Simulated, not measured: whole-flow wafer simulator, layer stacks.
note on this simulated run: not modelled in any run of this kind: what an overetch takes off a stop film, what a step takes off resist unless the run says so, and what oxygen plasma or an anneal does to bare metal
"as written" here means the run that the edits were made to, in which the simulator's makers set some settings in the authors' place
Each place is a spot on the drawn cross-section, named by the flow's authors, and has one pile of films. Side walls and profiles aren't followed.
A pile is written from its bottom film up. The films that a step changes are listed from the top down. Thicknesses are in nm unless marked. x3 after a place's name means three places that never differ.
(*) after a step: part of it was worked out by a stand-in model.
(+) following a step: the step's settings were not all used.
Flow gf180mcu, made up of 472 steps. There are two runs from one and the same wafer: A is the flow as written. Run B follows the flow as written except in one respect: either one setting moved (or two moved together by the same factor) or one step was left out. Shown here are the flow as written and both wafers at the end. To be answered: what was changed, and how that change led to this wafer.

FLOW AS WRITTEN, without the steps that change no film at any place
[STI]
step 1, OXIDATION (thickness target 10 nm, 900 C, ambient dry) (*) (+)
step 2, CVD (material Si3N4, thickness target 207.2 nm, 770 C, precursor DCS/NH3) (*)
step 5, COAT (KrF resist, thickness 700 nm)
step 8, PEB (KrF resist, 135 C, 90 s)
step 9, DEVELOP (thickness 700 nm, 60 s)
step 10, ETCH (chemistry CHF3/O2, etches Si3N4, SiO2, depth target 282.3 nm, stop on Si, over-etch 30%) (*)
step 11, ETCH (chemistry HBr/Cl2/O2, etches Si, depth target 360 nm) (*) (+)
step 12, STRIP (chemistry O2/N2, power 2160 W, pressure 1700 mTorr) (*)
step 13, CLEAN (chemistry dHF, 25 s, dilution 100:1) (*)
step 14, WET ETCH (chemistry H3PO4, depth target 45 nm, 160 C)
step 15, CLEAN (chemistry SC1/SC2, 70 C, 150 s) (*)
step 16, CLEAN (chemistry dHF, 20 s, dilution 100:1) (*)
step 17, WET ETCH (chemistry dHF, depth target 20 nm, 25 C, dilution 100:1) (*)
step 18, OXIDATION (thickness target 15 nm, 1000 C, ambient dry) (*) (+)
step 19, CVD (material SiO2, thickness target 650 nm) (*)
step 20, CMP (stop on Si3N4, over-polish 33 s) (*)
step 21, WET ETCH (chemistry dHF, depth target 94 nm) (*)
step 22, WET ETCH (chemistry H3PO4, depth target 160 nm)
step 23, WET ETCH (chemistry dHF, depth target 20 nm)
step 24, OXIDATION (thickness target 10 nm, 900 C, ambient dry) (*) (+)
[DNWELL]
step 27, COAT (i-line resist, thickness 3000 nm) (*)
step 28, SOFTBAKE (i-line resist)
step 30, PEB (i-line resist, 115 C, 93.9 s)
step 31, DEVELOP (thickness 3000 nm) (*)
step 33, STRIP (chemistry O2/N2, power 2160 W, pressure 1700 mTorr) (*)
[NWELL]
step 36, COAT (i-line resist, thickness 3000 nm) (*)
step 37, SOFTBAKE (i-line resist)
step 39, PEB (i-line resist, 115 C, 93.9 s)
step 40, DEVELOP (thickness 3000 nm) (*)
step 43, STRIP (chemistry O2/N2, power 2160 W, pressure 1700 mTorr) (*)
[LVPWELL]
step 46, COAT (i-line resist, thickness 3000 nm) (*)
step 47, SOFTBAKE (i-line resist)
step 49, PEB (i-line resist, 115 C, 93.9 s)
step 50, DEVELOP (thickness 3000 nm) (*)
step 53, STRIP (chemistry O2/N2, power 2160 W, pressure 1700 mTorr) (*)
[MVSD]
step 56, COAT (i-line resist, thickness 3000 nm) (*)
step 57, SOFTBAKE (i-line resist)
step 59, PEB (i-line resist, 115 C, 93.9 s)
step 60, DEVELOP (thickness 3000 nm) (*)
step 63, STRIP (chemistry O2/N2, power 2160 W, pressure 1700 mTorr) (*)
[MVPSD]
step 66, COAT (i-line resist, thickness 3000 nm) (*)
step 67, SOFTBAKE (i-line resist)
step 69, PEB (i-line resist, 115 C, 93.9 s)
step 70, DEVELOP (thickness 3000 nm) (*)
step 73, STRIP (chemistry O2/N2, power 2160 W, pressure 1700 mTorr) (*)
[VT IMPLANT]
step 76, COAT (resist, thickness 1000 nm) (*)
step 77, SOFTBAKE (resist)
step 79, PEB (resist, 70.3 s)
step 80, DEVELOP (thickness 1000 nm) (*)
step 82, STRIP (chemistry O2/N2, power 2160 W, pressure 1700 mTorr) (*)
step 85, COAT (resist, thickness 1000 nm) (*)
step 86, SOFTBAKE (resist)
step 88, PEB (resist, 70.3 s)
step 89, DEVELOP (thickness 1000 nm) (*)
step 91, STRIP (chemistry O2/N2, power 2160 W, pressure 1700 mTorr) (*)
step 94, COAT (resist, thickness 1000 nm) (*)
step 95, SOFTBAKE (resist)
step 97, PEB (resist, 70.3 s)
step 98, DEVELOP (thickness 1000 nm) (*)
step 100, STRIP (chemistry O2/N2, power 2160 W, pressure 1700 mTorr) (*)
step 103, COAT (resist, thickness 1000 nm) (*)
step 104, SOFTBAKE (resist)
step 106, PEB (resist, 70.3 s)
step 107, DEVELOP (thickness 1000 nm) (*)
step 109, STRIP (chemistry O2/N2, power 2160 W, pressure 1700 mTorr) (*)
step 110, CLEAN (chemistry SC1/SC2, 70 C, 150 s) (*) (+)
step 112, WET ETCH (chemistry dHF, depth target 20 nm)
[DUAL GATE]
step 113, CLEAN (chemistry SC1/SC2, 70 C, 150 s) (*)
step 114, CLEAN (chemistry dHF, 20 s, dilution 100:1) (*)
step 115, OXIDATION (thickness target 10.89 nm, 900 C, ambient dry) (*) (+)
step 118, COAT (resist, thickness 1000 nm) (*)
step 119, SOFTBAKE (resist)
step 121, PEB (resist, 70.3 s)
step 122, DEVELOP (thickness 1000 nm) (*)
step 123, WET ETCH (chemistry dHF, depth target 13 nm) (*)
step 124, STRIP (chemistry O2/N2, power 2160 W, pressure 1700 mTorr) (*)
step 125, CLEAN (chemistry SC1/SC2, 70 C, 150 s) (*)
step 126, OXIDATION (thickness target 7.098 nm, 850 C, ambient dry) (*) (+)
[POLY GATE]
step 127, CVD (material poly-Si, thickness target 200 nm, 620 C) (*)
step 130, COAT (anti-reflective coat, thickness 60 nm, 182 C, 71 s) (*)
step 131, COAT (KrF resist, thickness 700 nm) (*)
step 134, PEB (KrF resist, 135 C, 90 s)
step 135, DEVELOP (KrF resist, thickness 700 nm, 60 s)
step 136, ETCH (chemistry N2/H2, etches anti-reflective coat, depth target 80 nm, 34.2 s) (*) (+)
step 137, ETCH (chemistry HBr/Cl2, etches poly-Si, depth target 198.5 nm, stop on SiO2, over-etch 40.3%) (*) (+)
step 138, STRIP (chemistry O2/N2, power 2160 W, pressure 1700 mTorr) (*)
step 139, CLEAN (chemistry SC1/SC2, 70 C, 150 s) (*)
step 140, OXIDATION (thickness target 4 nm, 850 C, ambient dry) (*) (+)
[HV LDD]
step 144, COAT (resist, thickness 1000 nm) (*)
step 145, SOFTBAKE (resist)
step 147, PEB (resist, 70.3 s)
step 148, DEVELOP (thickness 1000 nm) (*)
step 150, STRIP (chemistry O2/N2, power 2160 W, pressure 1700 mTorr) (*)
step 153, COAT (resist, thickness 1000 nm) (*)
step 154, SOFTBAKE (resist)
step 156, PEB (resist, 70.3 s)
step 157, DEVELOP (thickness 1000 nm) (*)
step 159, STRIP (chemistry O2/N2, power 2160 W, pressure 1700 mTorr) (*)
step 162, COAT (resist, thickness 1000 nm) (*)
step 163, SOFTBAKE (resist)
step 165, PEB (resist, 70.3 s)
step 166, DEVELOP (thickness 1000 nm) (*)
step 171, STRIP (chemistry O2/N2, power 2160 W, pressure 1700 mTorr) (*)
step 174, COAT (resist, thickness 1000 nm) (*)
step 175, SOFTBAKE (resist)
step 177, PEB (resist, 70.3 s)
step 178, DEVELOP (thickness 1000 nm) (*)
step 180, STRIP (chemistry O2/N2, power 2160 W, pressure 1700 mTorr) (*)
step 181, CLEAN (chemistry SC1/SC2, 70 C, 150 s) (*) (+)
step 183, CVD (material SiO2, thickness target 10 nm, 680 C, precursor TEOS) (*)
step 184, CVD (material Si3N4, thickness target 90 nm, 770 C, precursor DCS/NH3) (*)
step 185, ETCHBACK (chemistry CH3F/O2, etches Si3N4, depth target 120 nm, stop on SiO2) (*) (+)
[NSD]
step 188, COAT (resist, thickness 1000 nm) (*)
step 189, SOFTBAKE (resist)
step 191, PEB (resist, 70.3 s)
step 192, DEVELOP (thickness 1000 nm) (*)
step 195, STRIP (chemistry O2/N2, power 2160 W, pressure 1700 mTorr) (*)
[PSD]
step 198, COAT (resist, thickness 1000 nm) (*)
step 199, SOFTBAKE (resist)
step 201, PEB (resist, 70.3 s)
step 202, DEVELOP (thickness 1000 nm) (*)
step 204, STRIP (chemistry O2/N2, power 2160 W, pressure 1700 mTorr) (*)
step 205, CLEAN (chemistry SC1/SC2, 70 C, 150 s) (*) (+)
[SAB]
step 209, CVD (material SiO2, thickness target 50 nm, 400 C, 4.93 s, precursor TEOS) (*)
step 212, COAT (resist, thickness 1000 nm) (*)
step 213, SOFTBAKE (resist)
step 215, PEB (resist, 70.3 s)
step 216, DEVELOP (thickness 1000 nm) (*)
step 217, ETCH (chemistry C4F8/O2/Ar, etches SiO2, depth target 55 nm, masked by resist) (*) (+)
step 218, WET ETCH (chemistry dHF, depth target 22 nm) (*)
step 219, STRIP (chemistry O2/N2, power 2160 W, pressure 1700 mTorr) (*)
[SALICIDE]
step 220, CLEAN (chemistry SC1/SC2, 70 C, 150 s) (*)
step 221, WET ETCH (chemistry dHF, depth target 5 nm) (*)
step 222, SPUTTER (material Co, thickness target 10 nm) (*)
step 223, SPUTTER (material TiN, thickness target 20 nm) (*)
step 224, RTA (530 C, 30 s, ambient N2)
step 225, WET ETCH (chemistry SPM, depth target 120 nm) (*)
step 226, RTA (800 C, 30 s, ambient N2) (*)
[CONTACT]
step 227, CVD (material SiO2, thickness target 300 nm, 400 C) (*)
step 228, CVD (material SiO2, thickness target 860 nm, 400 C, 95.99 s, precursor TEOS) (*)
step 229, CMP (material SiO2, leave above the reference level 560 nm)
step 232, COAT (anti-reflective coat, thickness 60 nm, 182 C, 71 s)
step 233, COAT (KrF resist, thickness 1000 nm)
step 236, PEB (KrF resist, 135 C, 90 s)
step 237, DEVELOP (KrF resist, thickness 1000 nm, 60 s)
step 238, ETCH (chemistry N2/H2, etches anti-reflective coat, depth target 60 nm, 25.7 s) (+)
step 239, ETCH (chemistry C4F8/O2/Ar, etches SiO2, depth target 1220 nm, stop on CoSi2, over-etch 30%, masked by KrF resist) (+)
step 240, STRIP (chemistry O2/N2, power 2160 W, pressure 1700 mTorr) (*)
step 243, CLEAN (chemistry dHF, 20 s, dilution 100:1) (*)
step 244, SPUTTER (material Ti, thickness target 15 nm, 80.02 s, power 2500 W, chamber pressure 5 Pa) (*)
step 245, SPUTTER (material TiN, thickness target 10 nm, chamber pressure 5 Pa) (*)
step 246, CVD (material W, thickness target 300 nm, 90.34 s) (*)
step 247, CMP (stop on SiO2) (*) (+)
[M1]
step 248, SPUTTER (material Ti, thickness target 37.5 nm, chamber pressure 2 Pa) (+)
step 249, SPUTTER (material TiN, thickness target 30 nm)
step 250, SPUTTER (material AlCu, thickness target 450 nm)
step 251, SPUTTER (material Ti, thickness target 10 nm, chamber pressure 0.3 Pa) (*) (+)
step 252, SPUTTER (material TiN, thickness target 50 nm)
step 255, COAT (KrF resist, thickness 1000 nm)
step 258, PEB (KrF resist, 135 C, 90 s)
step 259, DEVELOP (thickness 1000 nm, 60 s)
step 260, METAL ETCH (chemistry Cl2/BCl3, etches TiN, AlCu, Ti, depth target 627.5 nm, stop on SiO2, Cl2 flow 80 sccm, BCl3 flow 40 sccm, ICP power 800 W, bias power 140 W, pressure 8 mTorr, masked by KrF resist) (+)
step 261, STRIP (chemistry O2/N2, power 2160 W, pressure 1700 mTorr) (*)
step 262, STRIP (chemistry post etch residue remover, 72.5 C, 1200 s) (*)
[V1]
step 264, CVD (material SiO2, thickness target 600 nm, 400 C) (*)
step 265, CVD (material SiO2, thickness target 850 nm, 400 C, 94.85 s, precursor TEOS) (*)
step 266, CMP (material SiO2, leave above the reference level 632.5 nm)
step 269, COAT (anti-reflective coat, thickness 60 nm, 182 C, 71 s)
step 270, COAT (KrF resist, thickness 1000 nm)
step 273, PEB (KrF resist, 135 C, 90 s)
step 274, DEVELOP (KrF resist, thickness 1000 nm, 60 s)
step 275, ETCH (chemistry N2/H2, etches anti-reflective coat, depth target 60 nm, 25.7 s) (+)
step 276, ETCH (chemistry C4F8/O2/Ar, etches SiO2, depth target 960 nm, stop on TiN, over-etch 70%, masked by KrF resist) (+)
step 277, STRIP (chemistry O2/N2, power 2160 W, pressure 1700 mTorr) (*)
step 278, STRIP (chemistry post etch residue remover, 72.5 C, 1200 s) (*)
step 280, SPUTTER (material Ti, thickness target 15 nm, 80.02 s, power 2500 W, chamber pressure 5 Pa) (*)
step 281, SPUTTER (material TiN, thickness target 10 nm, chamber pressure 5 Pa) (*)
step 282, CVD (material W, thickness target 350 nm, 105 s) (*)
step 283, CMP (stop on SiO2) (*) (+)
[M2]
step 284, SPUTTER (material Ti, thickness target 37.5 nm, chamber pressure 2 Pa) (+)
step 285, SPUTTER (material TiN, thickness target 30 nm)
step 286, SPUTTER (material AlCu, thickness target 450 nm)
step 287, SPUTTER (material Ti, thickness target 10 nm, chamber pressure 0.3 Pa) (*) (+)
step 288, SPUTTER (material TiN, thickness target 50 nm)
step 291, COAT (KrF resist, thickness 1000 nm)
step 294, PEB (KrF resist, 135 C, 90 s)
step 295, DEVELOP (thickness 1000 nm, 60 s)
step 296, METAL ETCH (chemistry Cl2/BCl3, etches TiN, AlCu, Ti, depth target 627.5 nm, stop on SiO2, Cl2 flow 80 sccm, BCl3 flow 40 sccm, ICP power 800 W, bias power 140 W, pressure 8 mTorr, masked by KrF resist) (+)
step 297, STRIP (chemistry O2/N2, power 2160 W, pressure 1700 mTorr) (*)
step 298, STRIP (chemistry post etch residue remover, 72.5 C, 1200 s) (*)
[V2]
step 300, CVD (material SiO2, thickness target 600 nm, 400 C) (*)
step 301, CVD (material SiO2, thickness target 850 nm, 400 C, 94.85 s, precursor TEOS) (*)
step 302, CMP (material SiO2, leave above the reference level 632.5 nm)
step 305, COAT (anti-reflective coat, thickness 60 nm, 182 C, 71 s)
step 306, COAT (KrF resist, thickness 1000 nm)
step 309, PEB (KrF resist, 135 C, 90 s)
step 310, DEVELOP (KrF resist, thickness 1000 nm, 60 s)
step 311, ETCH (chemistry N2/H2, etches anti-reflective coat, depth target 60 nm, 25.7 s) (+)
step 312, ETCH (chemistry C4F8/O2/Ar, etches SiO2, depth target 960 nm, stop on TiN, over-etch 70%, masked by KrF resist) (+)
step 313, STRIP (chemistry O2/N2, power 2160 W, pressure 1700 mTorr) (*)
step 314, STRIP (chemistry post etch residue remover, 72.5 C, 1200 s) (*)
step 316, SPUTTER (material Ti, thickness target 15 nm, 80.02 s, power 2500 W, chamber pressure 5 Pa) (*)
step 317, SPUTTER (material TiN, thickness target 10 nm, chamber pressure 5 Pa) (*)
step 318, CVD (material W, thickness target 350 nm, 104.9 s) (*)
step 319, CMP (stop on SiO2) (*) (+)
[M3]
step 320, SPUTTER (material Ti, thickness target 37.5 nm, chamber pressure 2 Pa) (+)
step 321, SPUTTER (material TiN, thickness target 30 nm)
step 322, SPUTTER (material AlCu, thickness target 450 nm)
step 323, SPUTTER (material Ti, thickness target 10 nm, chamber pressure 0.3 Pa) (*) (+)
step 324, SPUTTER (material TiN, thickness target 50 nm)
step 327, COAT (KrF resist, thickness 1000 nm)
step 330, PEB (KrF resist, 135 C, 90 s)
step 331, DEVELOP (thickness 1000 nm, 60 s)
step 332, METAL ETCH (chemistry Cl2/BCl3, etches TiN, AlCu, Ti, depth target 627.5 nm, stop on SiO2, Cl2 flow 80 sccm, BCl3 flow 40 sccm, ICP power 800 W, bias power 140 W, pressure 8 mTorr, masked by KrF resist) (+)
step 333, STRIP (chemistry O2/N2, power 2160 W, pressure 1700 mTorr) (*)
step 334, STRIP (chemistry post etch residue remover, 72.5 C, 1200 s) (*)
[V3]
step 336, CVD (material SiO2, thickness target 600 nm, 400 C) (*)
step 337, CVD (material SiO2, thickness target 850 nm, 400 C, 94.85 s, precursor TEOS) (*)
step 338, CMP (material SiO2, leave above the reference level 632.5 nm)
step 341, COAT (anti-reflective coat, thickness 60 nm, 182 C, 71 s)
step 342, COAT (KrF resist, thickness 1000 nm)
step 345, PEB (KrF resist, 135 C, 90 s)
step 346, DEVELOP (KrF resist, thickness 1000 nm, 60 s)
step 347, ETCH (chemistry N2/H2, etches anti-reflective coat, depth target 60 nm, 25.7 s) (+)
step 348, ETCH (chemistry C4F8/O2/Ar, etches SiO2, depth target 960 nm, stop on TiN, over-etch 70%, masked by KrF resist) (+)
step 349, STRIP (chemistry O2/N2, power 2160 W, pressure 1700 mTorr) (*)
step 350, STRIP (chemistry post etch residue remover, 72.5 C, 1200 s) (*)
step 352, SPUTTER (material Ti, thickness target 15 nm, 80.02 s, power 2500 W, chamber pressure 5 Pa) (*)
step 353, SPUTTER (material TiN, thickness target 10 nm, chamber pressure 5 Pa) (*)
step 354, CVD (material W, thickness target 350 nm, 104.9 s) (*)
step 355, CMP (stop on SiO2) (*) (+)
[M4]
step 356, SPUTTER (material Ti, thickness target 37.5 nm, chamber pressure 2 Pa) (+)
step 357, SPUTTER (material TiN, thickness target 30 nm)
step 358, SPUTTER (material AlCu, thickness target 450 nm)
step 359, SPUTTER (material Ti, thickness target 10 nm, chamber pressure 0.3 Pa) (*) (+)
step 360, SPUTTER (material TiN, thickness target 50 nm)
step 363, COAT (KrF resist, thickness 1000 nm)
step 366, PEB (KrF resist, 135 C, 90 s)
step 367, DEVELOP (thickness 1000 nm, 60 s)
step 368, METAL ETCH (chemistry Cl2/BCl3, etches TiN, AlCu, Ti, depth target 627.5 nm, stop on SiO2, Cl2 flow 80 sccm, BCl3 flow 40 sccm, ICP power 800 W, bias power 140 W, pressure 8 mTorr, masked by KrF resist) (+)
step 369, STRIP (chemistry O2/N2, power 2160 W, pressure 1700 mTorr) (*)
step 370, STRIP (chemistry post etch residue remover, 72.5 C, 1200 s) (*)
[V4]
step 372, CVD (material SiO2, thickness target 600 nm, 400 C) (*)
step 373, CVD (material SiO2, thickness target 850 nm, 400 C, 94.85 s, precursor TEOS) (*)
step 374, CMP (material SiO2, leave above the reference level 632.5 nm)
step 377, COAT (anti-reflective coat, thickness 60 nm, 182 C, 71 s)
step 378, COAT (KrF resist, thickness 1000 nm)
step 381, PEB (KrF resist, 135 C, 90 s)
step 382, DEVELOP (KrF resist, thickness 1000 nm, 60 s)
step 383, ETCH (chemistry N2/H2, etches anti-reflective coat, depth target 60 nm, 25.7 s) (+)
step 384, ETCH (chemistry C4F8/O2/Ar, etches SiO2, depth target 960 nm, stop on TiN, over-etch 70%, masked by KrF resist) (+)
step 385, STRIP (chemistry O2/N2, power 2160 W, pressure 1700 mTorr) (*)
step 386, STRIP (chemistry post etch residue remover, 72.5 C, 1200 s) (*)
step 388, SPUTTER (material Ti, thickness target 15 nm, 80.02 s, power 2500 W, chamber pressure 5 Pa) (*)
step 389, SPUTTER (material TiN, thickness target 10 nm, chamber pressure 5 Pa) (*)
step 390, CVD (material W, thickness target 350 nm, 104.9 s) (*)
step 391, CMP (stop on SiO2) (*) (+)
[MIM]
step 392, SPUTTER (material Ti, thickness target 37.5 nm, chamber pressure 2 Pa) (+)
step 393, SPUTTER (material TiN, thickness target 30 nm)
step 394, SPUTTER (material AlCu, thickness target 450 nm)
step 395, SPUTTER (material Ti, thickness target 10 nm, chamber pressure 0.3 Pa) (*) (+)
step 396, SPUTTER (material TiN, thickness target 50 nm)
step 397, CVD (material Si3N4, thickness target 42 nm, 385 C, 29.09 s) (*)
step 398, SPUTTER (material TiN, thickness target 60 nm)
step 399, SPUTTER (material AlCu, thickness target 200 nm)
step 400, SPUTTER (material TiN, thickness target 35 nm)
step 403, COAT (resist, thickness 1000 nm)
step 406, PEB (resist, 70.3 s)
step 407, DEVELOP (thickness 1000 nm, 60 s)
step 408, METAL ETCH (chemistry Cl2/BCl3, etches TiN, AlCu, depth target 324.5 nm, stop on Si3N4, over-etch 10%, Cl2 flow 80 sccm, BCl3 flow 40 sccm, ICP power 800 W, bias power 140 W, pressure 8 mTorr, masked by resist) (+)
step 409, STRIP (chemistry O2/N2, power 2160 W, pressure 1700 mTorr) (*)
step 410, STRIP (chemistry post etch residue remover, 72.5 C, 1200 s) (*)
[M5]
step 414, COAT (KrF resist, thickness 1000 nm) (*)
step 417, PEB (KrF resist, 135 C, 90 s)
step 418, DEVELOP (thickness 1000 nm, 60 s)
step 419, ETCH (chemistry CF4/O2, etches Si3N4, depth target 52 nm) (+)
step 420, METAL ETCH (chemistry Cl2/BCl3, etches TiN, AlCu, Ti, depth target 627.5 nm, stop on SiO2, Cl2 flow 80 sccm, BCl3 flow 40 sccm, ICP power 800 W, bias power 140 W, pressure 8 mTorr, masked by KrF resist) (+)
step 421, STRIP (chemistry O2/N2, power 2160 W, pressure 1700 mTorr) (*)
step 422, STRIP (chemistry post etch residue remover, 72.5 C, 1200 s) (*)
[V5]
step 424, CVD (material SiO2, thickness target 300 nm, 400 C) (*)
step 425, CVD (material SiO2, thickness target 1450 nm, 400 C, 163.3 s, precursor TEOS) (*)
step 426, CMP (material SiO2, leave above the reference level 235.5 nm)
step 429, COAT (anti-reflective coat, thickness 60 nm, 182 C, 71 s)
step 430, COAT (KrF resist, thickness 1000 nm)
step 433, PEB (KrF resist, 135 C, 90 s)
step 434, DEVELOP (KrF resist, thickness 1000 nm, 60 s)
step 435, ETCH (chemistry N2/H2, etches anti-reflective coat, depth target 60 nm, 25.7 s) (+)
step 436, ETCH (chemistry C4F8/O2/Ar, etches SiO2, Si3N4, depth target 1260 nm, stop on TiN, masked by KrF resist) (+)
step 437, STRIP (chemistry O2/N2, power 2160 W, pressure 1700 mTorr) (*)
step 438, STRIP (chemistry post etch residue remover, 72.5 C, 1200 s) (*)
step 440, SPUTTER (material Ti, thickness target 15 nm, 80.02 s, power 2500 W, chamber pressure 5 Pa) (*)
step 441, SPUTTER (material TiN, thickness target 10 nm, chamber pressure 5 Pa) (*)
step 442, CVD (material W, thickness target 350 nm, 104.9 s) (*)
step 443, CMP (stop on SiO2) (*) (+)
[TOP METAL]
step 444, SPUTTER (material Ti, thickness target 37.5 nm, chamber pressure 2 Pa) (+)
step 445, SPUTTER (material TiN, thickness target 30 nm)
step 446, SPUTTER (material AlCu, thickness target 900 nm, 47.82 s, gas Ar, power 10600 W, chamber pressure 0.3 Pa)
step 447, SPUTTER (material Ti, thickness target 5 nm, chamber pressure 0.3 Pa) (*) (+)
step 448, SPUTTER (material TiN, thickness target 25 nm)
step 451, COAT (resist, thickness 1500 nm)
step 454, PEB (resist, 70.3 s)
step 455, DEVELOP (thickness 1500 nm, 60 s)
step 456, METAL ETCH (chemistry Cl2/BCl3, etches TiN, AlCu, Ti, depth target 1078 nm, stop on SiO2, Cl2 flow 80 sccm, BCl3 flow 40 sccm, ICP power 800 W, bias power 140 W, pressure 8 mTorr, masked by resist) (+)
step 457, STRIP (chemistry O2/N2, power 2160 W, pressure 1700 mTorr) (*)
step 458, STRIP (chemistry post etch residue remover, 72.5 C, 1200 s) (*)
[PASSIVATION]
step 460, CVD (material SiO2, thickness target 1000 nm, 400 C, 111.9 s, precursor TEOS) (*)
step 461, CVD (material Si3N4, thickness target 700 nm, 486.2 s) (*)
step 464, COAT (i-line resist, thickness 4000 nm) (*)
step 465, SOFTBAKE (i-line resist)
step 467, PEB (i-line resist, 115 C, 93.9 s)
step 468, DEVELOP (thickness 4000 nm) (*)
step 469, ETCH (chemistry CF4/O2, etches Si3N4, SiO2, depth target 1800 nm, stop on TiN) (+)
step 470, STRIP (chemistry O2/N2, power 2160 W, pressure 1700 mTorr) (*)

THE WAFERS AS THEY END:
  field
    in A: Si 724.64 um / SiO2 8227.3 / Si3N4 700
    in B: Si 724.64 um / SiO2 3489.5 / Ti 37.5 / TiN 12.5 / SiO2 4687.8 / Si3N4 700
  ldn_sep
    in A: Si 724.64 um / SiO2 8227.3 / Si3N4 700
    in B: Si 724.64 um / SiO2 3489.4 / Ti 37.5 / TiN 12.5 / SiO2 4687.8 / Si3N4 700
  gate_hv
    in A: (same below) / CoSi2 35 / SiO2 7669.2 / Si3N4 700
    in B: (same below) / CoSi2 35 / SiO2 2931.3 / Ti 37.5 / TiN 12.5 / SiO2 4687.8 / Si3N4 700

Cause: step 332, METAL ETCH: depth target 527.1 nm was run, whereas the flow has depth target 627.5 nm.

Step by step, how the change led to this:
  step 332, METAL ETCH (chemistry Cl2/BCl3, etches TiN, AlCu, Ti, depth target 627.5 nm, stop on SiO2, Cl2 flow 80 sccm, BCl3 flow 40 sccm, ICP power 800 W, bias power 140 W, pressure 8 mTorr, masked by KrF resist) (+)
      field, field__w1, field__w2 and 103 more: A TiN loses 50 (all of it), Ti loses 10 (all of it), AlCu loses 450 (all of it), TiN loses 30 (all of it), Ti loses 37.5 (all of it) | B TiN loses 50 (all of it), Ti loses 10 (all of it), AlCu loses 450 (all of it), TiN loses 17.1
      field__w8, contact, m1, m1__w1, m1_nw: A KrF resist loses 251 | B KrF resist loses 210.8
  step 333, STRIP (chemistry O2/N2, power 2160 W, pressure 1700 mTorr) (*)
      field__w8, contact, m1, m1__w1, m1_nw: A KrF resist loses 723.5 (all of it) | B KrF resist loses 763.7 (all of it)
  step 336, CVD (material SiO2, thickness target 600 nm, 400 C) (*)
      field, field__w1, field__w2 and 103 more: A SiO2 gains 600 | B SiO2 gains 600 (new film)
  step 338, CMP (material SiO2, leave above the reference level 632.5 nm)
      field, field__w1, field__w2 and 103 more: A SiO2 loses 300 | B SiO2 loses 350
With metal films that touch counted as one body, field has 1 body; the flow as written gives 0 bodies.
With metal films that touch counted as one body, ldn_sep has 1 body; the flow as written gives 0 bodies.
With metal films that touch counted as one body, gate_hv has 2 bodies (between them, from the top down: SiO2 2931.3); the flow as written gives 1 body.
